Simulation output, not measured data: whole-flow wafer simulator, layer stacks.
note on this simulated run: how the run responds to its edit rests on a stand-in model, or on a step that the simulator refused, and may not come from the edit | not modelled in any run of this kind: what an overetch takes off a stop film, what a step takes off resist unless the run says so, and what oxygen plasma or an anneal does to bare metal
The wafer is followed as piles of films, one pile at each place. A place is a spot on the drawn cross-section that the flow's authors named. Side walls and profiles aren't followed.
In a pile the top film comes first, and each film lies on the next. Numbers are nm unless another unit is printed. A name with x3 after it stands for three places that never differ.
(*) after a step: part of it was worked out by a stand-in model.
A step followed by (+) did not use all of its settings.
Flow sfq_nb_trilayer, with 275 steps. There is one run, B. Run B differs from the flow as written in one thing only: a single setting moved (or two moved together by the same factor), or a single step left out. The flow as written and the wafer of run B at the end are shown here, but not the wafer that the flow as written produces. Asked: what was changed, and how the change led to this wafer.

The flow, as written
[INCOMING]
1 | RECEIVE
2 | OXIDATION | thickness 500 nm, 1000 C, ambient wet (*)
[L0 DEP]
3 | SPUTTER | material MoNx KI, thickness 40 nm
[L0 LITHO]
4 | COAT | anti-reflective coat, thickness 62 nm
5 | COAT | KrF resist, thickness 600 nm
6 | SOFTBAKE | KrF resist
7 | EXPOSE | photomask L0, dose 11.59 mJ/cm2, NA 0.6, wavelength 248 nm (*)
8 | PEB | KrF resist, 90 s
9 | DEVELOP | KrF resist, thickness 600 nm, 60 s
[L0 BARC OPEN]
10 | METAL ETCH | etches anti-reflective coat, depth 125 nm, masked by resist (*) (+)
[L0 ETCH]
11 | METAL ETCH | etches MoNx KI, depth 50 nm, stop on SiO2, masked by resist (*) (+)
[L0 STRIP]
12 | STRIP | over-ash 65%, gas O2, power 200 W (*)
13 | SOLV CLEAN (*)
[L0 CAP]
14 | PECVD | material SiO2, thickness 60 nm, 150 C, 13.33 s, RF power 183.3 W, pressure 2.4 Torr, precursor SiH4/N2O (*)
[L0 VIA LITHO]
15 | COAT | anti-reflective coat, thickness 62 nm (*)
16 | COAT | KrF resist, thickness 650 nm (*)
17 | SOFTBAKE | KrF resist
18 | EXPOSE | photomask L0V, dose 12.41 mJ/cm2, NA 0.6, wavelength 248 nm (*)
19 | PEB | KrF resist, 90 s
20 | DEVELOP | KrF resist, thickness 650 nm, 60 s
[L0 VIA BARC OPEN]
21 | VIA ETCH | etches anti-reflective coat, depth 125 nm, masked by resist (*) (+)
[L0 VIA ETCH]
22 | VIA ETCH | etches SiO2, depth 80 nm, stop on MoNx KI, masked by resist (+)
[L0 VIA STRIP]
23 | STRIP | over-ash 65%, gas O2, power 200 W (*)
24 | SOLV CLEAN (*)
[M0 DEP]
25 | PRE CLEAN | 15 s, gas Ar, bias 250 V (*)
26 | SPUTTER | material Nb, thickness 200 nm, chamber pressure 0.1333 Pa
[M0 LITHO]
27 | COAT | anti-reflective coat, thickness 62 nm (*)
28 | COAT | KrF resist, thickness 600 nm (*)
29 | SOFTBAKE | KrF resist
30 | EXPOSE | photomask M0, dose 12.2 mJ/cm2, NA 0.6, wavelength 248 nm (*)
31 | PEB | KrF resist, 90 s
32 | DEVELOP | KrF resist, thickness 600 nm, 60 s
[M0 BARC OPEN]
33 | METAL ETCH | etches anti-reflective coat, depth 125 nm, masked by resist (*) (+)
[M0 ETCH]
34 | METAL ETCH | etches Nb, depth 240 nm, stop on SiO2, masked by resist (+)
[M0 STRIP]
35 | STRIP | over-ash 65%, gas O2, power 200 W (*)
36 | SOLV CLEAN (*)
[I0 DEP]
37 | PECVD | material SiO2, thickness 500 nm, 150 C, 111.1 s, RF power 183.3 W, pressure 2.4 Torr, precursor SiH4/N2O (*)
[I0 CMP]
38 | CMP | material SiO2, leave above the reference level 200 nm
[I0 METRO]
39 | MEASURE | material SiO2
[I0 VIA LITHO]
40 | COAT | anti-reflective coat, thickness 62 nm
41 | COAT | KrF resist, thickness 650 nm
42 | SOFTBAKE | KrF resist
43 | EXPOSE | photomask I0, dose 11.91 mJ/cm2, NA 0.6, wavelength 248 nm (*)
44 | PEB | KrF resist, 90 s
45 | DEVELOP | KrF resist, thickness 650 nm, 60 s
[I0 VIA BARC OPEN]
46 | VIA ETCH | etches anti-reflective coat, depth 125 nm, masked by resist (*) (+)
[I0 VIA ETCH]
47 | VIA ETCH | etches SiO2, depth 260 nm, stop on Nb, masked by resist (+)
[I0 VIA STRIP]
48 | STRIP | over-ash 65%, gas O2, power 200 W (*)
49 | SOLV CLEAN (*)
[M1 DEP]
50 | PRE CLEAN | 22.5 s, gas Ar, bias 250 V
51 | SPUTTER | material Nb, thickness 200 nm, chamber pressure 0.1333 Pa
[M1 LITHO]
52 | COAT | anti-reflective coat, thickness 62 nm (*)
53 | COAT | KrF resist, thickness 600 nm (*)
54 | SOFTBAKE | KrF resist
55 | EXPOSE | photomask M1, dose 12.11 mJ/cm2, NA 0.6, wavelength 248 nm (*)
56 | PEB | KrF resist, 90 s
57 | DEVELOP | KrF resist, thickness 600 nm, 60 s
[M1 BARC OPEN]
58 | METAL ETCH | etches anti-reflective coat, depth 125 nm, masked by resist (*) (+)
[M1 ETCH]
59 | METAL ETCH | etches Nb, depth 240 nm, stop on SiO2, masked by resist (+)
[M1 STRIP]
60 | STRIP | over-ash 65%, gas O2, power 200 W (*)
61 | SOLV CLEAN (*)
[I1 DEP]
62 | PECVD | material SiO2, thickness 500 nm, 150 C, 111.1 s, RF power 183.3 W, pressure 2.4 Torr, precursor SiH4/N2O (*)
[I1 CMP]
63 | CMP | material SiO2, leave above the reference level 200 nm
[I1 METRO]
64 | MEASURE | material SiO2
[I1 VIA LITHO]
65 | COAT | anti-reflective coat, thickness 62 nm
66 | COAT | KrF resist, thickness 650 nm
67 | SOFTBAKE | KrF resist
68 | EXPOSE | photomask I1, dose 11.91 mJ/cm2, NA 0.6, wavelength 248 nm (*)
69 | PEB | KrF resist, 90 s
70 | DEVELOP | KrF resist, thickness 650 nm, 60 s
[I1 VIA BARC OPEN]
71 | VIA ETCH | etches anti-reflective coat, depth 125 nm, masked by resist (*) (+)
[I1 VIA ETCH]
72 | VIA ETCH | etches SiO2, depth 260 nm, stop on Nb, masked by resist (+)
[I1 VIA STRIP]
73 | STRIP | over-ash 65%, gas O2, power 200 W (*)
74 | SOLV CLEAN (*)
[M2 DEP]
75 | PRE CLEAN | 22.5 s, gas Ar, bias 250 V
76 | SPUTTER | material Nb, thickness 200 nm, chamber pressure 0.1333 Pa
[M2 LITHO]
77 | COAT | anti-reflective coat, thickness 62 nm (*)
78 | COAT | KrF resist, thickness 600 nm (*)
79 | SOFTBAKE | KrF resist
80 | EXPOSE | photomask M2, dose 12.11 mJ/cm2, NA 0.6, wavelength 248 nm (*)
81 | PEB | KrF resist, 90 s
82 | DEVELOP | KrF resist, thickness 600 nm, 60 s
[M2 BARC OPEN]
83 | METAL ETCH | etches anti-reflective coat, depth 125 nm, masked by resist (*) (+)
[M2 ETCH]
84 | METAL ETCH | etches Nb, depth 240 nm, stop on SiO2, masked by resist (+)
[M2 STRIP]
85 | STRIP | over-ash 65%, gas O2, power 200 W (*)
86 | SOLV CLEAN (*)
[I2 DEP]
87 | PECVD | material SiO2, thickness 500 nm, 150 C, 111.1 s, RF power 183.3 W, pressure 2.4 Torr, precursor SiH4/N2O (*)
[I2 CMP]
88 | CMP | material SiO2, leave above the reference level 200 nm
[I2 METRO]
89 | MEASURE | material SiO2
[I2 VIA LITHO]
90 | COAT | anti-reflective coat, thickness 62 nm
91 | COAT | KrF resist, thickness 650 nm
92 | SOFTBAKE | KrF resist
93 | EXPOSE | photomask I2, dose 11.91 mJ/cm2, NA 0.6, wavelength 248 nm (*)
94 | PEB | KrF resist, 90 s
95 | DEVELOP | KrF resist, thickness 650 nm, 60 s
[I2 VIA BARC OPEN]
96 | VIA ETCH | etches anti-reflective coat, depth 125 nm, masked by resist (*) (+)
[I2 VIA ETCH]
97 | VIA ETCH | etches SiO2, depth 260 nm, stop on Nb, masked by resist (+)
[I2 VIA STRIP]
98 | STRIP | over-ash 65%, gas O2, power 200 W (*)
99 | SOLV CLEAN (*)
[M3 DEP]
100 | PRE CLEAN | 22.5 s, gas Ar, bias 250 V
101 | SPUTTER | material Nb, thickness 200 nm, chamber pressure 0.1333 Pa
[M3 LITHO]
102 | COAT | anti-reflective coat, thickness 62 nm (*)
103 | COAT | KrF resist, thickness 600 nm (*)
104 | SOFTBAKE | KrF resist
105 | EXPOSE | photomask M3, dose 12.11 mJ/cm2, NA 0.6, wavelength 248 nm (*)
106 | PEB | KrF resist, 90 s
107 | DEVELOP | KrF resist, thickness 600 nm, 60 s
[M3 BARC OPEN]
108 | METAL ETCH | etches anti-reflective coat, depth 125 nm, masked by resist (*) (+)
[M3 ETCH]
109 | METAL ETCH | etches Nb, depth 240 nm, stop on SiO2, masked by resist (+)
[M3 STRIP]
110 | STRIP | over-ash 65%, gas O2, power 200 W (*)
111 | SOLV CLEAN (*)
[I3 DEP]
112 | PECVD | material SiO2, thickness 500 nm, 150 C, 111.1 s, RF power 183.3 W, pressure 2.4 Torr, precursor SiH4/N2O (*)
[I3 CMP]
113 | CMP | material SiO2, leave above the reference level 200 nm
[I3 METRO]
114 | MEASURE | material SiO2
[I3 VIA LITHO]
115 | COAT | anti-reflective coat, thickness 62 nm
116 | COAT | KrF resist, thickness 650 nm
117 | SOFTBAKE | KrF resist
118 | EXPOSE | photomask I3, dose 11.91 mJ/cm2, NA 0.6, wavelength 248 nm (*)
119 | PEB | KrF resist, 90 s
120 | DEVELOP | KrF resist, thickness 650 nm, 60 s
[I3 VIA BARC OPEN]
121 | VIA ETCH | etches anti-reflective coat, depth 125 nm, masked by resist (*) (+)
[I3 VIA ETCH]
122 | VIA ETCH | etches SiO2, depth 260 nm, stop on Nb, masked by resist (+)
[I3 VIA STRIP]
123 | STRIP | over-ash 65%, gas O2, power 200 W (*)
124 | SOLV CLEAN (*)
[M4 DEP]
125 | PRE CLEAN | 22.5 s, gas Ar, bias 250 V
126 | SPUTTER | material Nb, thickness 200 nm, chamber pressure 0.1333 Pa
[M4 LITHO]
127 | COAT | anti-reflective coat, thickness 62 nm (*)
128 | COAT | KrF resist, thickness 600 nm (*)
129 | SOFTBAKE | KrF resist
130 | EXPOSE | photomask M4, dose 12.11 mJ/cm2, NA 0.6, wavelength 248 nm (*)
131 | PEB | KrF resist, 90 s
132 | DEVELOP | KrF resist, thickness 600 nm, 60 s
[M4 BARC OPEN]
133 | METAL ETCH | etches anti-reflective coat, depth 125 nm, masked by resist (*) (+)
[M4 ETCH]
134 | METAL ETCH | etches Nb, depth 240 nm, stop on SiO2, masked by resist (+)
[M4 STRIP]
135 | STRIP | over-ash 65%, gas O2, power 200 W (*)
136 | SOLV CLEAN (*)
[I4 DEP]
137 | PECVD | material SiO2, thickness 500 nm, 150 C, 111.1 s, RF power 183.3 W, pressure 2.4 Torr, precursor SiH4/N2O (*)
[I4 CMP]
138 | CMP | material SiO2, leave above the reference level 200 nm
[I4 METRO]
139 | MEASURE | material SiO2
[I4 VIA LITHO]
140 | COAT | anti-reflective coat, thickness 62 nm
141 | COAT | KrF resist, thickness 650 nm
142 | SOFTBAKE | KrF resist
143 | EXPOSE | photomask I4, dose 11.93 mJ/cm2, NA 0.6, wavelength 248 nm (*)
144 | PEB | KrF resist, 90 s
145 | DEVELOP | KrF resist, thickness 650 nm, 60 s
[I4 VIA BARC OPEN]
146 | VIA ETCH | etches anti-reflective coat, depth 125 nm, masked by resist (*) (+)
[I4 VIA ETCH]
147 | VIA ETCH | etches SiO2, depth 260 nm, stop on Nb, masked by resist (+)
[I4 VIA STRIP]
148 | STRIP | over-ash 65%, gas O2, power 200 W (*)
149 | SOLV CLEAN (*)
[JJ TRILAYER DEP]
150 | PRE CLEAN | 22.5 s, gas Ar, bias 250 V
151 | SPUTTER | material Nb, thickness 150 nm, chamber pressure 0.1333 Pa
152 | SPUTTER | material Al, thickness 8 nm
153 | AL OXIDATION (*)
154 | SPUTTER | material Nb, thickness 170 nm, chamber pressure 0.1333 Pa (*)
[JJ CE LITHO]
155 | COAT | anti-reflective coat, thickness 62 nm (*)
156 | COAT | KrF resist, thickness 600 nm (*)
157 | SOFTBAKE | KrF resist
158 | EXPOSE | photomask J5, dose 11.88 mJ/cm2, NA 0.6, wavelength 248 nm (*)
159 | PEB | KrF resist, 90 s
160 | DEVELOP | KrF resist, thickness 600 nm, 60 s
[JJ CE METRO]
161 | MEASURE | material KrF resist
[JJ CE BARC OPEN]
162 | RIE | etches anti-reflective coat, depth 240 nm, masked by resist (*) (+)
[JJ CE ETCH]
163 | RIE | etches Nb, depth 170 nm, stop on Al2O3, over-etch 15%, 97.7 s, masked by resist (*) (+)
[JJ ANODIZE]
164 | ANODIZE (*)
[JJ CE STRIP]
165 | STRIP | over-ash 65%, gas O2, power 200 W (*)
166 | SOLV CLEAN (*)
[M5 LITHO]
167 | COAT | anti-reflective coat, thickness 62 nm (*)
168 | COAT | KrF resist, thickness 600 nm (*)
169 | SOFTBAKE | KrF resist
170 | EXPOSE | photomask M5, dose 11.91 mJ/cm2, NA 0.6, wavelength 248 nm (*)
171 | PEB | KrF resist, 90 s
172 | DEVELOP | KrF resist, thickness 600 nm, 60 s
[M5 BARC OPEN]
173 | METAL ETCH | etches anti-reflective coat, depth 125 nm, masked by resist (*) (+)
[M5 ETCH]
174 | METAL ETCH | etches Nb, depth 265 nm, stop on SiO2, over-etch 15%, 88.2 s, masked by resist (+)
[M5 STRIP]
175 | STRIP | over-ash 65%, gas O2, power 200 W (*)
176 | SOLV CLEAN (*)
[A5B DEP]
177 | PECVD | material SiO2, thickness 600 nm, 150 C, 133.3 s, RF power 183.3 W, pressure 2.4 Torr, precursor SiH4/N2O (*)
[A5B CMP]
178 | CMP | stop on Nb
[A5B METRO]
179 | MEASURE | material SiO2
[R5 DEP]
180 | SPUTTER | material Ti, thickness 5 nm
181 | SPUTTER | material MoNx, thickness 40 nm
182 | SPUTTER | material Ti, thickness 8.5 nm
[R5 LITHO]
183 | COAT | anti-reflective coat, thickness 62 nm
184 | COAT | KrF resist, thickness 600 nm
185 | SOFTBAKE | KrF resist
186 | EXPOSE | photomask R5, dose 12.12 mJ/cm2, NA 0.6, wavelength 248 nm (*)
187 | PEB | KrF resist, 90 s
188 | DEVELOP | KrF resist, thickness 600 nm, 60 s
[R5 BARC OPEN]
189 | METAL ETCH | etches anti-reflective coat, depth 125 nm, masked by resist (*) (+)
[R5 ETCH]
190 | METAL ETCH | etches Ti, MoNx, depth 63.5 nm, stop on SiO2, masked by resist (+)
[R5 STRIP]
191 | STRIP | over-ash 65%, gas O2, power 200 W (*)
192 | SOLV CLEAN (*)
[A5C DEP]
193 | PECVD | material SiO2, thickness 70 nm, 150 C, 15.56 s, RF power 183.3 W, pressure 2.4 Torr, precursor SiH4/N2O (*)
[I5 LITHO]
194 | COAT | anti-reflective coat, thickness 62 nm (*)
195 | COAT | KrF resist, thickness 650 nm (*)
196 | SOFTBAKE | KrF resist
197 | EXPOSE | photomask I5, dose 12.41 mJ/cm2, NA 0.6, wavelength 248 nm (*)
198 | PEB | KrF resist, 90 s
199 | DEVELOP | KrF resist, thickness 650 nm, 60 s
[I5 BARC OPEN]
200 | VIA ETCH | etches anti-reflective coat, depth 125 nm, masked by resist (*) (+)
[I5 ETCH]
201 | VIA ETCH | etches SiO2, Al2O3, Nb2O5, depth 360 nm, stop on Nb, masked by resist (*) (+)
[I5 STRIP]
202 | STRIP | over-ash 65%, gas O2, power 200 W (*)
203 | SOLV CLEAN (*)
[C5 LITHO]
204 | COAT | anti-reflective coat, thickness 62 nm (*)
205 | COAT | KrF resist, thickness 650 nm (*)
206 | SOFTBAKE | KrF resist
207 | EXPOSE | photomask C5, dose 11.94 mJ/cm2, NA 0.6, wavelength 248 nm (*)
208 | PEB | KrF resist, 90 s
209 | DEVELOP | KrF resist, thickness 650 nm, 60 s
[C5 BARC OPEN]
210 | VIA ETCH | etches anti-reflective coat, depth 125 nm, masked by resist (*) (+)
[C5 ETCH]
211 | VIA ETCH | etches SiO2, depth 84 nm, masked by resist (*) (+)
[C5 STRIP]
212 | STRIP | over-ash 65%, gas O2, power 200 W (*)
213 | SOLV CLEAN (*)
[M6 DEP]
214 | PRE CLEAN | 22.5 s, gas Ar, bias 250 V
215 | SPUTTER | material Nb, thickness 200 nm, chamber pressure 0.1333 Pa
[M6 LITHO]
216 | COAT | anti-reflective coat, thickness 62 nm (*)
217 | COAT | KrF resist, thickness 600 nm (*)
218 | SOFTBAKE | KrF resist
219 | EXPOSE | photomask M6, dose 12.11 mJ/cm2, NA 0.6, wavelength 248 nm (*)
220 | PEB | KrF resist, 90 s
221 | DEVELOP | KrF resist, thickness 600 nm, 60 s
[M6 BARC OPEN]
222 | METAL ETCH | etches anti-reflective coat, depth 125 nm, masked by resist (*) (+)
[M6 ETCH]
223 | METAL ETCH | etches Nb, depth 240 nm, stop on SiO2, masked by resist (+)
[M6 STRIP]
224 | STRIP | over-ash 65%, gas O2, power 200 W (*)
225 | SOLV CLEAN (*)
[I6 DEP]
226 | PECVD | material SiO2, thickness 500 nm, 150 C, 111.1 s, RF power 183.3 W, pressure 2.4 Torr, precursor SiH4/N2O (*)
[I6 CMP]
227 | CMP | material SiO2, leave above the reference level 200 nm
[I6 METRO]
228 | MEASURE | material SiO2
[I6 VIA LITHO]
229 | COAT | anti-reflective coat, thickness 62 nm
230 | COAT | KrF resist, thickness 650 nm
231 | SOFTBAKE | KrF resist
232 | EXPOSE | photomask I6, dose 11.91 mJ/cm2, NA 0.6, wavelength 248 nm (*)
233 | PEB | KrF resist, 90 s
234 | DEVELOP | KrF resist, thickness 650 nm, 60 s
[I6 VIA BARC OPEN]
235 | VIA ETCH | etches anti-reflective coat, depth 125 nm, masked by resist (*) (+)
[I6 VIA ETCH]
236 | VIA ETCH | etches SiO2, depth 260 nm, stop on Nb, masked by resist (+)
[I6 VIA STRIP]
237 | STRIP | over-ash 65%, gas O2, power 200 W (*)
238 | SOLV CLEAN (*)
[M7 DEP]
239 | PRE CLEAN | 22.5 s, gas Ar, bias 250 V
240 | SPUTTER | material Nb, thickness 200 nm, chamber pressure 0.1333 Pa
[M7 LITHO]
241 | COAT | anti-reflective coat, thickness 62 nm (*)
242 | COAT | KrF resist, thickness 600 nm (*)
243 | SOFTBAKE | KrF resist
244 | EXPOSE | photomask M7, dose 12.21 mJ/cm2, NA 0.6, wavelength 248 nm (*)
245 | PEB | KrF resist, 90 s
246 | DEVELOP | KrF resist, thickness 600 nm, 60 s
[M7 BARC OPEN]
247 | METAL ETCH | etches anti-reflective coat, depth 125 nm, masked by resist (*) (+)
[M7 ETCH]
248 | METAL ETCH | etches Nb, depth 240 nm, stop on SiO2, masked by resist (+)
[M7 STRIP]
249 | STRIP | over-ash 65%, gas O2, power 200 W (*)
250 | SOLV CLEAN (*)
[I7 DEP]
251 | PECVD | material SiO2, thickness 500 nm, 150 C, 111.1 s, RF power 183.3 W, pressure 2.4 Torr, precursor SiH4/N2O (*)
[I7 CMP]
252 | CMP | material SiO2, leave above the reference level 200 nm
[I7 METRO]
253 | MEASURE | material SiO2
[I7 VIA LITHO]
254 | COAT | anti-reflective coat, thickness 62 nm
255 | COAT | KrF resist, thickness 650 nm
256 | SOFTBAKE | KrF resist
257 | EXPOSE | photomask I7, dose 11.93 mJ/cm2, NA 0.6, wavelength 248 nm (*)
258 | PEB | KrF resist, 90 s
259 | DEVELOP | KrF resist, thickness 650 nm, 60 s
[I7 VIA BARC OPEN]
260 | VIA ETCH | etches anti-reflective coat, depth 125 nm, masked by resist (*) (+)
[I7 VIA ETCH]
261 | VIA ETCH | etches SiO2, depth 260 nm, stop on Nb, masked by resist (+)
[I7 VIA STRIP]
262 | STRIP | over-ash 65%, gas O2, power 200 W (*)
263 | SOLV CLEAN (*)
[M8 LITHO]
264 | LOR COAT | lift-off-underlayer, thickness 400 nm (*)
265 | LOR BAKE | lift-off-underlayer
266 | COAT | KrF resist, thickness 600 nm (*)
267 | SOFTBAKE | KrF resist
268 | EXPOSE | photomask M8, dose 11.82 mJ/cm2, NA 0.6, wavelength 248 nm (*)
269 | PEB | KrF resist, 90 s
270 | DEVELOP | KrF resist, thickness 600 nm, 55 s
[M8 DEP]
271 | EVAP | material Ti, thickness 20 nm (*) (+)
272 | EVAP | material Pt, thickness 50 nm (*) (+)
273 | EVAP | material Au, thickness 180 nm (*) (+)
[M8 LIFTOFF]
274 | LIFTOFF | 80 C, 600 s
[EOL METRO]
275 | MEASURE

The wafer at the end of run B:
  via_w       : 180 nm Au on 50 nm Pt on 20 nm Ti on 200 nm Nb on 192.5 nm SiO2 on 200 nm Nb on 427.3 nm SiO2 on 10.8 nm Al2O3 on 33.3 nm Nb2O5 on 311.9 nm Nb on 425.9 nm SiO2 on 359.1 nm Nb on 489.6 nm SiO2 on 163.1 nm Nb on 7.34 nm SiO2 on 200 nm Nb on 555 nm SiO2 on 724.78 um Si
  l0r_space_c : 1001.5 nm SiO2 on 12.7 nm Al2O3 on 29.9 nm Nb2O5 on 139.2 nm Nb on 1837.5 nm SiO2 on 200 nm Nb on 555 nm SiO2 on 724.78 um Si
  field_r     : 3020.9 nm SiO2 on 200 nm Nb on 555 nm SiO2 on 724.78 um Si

The reason: step 38, CMP: leave above the reference level 275 nm was run, though the flow has leave above the reference level 200 nm.

The path from the change to this, step by step:
  38 | CMP | material SiO2, leave above the reference level 200 nm
      v_sur, via_wl, via_w and 94 more: -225 SiO2 (in the flow as written it would be: -300 SiO2)
      field_l, l0_sur, l0r_line_l, l0r_line_c, l0r_line_r: -265 SiO2 (in the flow as written it would be: -340 SiO2)
      (and at 4 other places as well)
  47 | VIA ETCH | etches SiO2, depth 260 nm, stop on Nb, masked by resist (+)
      via_w: -260 SiO2 (in the flow as written it would be: -199.8 SiO2 (all of it))
  50 | PRE CLEAN | 22.5 s, gas Ar, bias 250 V
      via_w: -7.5 SiO2 (in the flow as written it would be: -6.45 Nb)
  51 | SPUTTER | material Nb, thickness 200 nm, chamber pressure 0.1333 Pa
      via_w: +163.1 Nb (new film) (in the flow as written it would be: +174.5 Nb)
  52 | COAT | anti-reflective coat, thickness 62 nm (*)
      via_w: +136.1 anti-reflective coat (new film) (in the flow as written it would be: +123.1 anti-reflective coat (new film))
      via_wr: +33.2 anti-reflective coat (new film) (in the flow as written it would be: +34.9 anti-reflective coat (new film))
  53 | COAT | KrF resist, thickness 600 nm (*)
      via_w: +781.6 KrF resist (new film) (in the flow as written it would be: +731.8 KrF resist (new film))
  60 | STRIP | over-ash 65%, gas O2, power 200 W (*)
      via_w: -563.6 KrF resist (all of it), -136.1 anti-reflective coat (all of it) (in the flow as written it would be: -513.8 KrF resist (all of it), -123.1 anti-reflective coat (all of it))
      via_wr: -378.6 KrF resist (all of it), -33.2 anti-reflective coat (all of it) (in the flow as written it would be: -384.4 KrF resist (all of it), -34.9 anti-reflective coat (all of it))
  62 | PECVD | material SiO2, thickness 500 nm, 150 C, 111.1 s, RF power 183.3 W, pressure 2.4 Torr, precursor SiH4/N2O (*)
      via_w: +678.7 SiO2 (new film) (in the flow as written it would be: +606 SiO2 (new film))
Taking metal films that touch as one body, via_w has 6 bodies (between them, from the top down: SiO2 192.5; SiO2 427.3 / Al2O3 10.8 / Nb2O5 33.3; SiO2 425.9; SiO2 489.6; SiO2 7.34); the flow as written gives 5 bodies (between them, from the top down: SiO2 192.5; SiO2 427.3 / Al2O3 10.8 / Nb2O5 33.3; SiO2 425.9; SiO2 416.9).
